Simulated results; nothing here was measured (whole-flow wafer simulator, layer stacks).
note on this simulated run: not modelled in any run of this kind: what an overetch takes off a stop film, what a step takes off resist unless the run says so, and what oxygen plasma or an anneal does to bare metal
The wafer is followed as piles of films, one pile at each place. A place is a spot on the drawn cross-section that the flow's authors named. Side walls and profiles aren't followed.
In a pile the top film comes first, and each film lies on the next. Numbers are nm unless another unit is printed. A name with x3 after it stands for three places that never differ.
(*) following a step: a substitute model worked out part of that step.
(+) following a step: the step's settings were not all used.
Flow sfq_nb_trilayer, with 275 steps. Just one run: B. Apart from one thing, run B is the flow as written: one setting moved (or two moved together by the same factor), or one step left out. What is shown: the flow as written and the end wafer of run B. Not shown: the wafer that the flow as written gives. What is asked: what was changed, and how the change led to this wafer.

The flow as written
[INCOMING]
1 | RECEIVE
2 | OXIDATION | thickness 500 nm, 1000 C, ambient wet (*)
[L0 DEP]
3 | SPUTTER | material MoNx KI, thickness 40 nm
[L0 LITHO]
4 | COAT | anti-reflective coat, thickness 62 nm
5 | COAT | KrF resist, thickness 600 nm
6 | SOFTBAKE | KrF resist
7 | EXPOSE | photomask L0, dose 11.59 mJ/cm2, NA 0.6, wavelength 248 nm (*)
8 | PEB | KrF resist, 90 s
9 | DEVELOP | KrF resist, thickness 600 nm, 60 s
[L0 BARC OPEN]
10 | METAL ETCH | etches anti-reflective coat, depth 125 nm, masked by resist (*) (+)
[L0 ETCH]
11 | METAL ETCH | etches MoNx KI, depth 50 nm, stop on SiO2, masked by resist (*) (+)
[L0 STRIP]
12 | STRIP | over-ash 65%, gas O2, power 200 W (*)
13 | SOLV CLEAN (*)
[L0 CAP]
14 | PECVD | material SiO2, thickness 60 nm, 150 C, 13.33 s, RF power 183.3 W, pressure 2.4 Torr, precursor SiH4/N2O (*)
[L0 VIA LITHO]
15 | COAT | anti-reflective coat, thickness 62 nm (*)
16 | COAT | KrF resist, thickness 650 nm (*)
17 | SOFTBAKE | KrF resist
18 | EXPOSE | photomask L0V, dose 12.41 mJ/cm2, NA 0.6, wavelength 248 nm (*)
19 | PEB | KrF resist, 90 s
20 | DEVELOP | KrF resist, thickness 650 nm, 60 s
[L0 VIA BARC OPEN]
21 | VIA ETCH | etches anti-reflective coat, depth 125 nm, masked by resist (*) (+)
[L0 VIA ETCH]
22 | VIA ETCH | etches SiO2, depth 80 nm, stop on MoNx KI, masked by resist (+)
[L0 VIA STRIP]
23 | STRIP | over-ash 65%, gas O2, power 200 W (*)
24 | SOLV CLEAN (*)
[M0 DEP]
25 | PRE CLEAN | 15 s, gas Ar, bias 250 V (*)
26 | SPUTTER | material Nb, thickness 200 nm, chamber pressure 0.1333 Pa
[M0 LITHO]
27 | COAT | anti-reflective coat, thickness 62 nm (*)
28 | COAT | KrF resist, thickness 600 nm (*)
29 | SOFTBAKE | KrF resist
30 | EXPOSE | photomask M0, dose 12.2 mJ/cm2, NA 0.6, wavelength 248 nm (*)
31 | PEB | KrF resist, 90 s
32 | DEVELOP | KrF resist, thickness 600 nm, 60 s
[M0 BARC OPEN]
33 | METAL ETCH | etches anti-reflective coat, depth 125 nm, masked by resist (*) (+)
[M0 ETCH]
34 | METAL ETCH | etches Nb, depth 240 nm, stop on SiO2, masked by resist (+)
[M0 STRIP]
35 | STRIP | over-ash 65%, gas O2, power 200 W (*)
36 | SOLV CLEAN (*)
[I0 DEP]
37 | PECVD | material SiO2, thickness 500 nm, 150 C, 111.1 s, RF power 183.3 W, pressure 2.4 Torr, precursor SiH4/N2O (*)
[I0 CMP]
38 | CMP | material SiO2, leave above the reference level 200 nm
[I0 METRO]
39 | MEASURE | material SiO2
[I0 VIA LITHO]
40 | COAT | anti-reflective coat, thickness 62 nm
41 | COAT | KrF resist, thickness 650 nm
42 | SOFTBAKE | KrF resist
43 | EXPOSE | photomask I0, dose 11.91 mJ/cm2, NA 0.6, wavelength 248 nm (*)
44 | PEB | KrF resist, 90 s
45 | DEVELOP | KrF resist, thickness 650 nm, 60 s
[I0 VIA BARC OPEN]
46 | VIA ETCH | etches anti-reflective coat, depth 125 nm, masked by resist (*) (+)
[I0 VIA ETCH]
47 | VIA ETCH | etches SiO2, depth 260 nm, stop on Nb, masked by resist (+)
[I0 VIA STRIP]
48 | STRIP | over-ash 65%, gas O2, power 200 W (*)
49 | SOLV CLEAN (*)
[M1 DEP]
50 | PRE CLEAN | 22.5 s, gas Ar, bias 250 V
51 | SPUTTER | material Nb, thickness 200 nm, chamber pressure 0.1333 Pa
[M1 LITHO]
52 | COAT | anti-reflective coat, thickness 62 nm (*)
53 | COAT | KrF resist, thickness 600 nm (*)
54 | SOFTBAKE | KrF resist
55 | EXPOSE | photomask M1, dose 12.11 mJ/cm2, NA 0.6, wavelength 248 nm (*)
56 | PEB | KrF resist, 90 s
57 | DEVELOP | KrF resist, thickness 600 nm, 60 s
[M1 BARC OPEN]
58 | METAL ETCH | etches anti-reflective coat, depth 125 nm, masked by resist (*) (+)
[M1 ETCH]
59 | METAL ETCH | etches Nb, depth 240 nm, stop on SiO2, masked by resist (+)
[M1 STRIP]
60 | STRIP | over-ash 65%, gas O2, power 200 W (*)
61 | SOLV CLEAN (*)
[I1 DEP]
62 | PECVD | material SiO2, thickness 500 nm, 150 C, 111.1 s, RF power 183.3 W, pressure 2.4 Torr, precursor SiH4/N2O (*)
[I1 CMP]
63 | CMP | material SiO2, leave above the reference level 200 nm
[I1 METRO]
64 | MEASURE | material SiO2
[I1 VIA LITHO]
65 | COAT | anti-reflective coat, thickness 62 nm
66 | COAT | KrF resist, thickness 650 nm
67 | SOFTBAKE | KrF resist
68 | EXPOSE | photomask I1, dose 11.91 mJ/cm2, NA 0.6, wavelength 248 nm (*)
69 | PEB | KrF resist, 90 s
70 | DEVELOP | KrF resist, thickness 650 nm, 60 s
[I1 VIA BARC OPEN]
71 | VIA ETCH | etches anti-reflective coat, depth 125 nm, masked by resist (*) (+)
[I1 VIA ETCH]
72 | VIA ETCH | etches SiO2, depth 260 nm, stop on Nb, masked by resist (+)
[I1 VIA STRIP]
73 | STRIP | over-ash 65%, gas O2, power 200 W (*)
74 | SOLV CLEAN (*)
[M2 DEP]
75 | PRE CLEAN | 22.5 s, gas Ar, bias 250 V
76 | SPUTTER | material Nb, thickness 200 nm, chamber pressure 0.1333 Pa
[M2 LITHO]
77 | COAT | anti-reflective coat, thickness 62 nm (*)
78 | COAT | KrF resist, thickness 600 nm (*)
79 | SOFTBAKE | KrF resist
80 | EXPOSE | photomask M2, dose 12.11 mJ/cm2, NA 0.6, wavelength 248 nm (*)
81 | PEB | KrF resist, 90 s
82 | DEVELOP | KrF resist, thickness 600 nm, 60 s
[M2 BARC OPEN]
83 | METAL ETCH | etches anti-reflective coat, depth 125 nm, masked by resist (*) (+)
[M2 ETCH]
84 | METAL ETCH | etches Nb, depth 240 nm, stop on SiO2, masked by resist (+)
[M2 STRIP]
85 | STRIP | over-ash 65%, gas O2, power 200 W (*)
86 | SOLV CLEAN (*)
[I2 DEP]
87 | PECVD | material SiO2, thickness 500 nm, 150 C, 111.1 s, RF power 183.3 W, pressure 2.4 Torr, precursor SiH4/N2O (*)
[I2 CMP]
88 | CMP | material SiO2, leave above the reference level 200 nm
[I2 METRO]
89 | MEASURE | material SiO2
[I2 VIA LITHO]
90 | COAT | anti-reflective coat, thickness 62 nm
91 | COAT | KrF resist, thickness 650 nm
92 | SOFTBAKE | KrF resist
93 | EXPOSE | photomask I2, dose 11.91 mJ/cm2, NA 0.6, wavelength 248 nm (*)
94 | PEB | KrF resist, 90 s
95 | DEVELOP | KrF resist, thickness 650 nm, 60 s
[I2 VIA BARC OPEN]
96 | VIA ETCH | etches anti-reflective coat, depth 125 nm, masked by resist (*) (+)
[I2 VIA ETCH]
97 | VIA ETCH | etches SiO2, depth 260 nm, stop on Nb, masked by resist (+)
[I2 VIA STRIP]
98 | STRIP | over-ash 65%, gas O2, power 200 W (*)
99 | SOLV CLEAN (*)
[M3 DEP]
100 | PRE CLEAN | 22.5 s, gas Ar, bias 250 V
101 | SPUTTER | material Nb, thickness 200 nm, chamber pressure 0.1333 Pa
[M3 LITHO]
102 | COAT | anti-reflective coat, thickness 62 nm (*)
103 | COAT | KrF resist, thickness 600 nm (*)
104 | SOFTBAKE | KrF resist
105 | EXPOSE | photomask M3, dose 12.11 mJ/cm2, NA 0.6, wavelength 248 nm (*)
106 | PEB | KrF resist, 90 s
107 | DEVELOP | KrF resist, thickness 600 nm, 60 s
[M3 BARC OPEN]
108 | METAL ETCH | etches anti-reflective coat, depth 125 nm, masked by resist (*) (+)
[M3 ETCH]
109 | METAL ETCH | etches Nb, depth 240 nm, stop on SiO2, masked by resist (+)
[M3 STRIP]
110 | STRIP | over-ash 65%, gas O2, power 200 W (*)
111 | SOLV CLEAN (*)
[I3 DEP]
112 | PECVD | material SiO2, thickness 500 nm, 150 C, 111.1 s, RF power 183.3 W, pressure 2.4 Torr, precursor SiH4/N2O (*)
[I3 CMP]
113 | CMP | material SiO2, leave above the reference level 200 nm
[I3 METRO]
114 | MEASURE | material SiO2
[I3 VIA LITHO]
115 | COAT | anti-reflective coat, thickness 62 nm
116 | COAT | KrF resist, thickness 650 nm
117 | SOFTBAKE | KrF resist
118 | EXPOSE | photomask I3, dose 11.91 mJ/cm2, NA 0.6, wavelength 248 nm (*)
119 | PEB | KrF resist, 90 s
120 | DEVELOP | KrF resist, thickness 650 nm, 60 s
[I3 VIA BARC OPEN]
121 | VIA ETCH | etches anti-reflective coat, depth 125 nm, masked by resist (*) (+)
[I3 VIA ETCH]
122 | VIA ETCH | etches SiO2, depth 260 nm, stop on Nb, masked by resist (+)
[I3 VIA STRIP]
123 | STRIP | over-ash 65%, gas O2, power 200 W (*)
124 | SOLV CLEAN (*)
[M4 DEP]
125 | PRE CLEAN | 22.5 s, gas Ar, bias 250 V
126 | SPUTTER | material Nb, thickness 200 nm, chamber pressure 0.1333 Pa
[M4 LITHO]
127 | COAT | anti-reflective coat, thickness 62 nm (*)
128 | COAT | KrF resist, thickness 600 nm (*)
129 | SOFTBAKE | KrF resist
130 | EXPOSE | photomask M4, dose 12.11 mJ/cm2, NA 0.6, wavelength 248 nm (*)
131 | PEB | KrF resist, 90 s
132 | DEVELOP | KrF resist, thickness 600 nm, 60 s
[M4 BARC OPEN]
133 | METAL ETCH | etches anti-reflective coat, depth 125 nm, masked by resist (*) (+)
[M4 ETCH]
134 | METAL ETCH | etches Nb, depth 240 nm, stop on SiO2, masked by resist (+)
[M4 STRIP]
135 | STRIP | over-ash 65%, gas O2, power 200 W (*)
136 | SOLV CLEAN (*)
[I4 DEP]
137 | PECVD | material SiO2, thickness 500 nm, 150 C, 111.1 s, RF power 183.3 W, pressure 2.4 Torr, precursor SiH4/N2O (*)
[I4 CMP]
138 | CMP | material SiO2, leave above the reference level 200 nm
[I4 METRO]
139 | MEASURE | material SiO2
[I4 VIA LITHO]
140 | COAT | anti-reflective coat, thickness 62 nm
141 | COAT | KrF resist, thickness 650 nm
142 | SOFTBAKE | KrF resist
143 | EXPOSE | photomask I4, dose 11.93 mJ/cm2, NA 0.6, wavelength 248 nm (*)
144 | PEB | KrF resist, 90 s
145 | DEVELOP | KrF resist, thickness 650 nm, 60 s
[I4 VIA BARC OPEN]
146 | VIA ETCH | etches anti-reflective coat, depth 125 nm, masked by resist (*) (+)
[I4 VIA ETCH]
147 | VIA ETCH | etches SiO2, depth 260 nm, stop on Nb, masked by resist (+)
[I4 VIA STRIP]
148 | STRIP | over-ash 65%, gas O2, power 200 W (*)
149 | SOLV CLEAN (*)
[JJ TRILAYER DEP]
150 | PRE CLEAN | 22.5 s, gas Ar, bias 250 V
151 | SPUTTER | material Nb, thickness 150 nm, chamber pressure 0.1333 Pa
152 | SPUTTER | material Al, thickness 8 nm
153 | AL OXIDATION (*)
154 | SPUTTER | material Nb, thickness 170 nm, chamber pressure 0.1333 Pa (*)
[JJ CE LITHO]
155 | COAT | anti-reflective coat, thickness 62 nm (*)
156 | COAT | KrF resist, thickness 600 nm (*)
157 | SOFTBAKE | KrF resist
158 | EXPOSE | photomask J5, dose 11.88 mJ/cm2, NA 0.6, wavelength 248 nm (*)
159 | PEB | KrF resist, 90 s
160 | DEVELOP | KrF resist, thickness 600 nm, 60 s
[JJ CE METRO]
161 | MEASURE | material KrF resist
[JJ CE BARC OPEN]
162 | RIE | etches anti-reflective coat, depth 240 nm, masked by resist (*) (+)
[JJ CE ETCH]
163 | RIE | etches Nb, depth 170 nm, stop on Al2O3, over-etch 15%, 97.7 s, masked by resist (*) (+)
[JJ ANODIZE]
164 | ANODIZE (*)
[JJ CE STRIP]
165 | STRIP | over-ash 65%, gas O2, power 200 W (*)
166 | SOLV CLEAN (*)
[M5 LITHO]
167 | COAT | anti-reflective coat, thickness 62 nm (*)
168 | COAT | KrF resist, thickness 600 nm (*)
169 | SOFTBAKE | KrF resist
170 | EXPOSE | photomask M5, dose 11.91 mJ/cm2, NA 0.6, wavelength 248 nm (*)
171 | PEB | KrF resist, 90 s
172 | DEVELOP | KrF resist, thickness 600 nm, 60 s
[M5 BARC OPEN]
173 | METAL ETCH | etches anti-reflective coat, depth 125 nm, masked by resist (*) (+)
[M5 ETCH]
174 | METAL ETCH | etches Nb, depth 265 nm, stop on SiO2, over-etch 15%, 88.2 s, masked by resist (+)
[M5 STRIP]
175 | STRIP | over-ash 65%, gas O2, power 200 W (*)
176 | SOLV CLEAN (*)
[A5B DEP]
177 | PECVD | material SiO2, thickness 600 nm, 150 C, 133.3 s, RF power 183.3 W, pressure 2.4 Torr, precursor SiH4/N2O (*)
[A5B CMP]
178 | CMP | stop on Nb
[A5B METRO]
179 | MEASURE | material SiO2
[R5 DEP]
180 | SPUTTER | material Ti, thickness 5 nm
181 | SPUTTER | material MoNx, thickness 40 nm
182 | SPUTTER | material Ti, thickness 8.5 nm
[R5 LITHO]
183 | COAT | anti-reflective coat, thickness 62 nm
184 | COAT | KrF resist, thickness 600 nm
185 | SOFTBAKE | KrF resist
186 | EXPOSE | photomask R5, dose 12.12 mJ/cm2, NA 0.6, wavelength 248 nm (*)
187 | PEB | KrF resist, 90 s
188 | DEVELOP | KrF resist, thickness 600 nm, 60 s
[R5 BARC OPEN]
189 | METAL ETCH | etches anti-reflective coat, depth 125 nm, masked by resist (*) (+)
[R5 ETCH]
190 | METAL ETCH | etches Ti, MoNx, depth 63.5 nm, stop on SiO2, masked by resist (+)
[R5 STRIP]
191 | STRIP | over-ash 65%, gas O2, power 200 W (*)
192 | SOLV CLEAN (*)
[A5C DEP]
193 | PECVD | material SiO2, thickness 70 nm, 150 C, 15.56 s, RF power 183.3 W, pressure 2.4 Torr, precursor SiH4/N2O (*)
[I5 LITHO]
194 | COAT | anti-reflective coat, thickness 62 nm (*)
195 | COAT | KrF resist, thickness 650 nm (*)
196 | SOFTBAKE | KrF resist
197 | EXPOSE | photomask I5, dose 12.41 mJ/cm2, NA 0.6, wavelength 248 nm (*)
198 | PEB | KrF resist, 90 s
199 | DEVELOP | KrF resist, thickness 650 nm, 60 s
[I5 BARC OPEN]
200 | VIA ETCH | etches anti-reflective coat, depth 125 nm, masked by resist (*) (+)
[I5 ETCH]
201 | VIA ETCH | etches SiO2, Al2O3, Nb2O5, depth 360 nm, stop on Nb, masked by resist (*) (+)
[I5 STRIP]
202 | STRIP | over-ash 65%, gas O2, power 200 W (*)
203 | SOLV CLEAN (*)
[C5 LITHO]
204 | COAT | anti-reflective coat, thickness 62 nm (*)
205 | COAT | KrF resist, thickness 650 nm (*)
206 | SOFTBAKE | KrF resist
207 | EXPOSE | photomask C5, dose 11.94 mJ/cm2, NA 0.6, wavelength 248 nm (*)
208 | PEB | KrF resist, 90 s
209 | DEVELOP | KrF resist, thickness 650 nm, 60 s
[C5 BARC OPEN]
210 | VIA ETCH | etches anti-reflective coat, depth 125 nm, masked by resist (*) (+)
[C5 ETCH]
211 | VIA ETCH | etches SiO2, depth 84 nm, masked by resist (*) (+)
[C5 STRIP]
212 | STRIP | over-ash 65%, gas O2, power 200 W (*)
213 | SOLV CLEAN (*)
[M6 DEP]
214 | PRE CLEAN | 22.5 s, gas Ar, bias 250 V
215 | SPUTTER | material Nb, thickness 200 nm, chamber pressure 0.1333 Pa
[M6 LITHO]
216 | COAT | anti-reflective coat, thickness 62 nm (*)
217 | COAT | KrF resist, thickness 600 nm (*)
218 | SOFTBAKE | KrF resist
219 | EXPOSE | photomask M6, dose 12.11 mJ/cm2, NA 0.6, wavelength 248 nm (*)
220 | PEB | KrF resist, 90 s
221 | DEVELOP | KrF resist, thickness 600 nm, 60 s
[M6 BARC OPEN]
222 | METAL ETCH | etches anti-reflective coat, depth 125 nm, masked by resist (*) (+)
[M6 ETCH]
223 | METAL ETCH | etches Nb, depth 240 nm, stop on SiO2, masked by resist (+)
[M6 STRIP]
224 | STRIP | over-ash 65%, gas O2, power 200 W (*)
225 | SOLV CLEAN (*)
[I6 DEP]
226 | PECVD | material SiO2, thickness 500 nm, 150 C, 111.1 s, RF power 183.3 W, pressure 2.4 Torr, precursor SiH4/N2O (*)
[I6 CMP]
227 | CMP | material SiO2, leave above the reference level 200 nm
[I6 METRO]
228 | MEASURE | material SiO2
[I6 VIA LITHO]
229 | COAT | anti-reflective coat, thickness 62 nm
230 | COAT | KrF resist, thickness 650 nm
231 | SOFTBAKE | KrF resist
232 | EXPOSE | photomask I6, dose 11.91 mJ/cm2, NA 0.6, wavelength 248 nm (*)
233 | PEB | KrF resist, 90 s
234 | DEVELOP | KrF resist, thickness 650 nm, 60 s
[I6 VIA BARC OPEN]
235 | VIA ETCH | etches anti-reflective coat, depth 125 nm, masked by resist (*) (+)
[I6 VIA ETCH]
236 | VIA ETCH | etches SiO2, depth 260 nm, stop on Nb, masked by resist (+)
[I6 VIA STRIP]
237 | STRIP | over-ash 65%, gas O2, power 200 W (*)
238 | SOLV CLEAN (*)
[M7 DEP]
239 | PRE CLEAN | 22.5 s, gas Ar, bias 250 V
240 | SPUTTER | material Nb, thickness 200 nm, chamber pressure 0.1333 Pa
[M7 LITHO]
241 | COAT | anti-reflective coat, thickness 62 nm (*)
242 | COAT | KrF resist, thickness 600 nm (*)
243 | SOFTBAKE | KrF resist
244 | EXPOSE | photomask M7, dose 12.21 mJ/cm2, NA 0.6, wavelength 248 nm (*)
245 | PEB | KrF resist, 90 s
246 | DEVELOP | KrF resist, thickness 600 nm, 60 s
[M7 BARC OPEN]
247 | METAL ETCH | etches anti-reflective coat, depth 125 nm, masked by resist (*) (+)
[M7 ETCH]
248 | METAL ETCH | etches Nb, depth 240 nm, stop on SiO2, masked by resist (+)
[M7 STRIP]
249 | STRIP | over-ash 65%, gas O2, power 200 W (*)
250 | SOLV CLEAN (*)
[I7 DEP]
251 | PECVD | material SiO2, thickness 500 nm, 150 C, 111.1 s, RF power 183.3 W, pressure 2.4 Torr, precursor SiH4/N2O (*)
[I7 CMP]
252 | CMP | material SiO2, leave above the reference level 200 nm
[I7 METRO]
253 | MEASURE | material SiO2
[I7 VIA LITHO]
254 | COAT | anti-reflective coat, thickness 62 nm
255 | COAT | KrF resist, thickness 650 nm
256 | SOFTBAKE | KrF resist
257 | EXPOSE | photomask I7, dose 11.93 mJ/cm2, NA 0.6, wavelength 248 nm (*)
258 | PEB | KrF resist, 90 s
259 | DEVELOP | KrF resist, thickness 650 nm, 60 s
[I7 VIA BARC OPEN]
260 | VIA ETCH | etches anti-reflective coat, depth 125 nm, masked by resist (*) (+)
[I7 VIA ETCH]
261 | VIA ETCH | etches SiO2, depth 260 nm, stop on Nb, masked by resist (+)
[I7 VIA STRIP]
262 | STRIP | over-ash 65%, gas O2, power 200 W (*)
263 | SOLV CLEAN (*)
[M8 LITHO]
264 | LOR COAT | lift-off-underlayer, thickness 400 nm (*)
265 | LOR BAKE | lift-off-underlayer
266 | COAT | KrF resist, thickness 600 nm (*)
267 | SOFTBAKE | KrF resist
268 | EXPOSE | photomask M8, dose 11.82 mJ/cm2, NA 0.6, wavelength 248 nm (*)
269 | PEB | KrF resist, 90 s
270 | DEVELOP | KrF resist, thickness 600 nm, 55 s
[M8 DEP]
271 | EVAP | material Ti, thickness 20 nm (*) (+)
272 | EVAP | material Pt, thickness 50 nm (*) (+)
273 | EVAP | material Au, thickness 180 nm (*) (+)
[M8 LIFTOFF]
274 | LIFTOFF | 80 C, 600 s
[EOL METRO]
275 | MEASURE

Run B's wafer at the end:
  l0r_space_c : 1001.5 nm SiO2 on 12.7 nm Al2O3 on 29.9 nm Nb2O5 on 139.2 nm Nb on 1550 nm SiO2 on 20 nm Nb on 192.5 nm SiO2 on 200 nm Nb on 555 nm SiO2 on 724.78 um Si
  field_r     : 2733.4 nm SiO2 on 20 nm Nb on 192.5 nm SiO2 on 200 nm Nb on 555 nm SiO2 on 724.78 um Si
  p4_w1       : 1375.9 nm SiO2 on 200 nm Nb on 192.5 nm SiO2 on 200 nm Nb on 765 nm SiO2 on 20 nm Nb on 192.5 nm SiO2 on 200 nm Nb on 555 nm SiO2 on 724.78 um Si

The reason: step 59, METAL ETCH: depth 180 nm was run, whereas the flow has depth 240 nm.

How this came from the change, step by step:
  59 | METAL ETCH | etches Nb, depth 240 nm, stop on SiO2, masked by resist (+)
      field_l, be, be_sur and 79 more: Nb loses 180 (as written it would have been: Nb loses 200 (all of it))
      v_sur, via_wl, via_w and 21 more: KrF resist loses 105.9 (as written it would have been: KrF resist loses 141.2)
  60 | STRIP | over-ash 65%, gas O2, power 200 W (*)
      wl_j_sl, wl_jj, wl_j_sr and 13 more: KrF resist loses 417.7 (all of it), anti-reflective coat loses 62 (all of it) (as written it would have been: KrF resist loses 382.4 (all of it), anti-reflective coat loses 62 (all of it))
      v_sur: KrF resist loses 401.2 (all of it), anti-reflective coat loses 61.1 (all of it) (as written it would have been: KrF resist loses 365.9 (all of it), anti-reflective coat loses 61.1 (all of it))
      (as well as at 7 more places)
  62 | PECVD | material SiO2, thickness 500 nm, 150 C, 111.1 s, RF power 183.3 W, pressure 2.4 Torr, precursor SiH4/N2O (*)
      field_l, be, be_sur and 72 more: SiO2 gains 500 (new film) (as written it would have been: SiO2 gains 500)
      lsp_m, ln_m6, lsp_r, l0_sur, l0v: SiO2 gains 500 (new film) (as written it would have been: SiO2 gains 494.9)
      (as well as at 2 more places)
  63 | CMP | material SiO2, leave above the reference level 200 nm
      field_l, be, be_sur and 72 more: SiO2 loses 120 (as written it would have been: SiO2 loses 100)
      lsp_m, ln_m6, lsp_r, l0_sur, l0v: SiO2 loses 120 (as written it would have been: SiO2 loses 94.9)
If metal films that touch count as one body, l0r_space_c has 3 bodies (between them, from the top down: SiO2 1550; SiO2 192.5); the flow as written gives 2 bodies (between them, from the top down: SiO2 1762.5).
If metal films that touch count as one body, field_r has 2 bodies (between them, from the top down: SiO2 192.5); the flow as written gives 1 body.
If metal films that touch count as one body, p4_w1 has 4 bodies (between them, from the top down: SiO2 192.5; SiO2 765; SiO2 192.5); the flow as written gives 3 bodies (between them, from the top down: SiO2 192.5; SiO2 977.5).
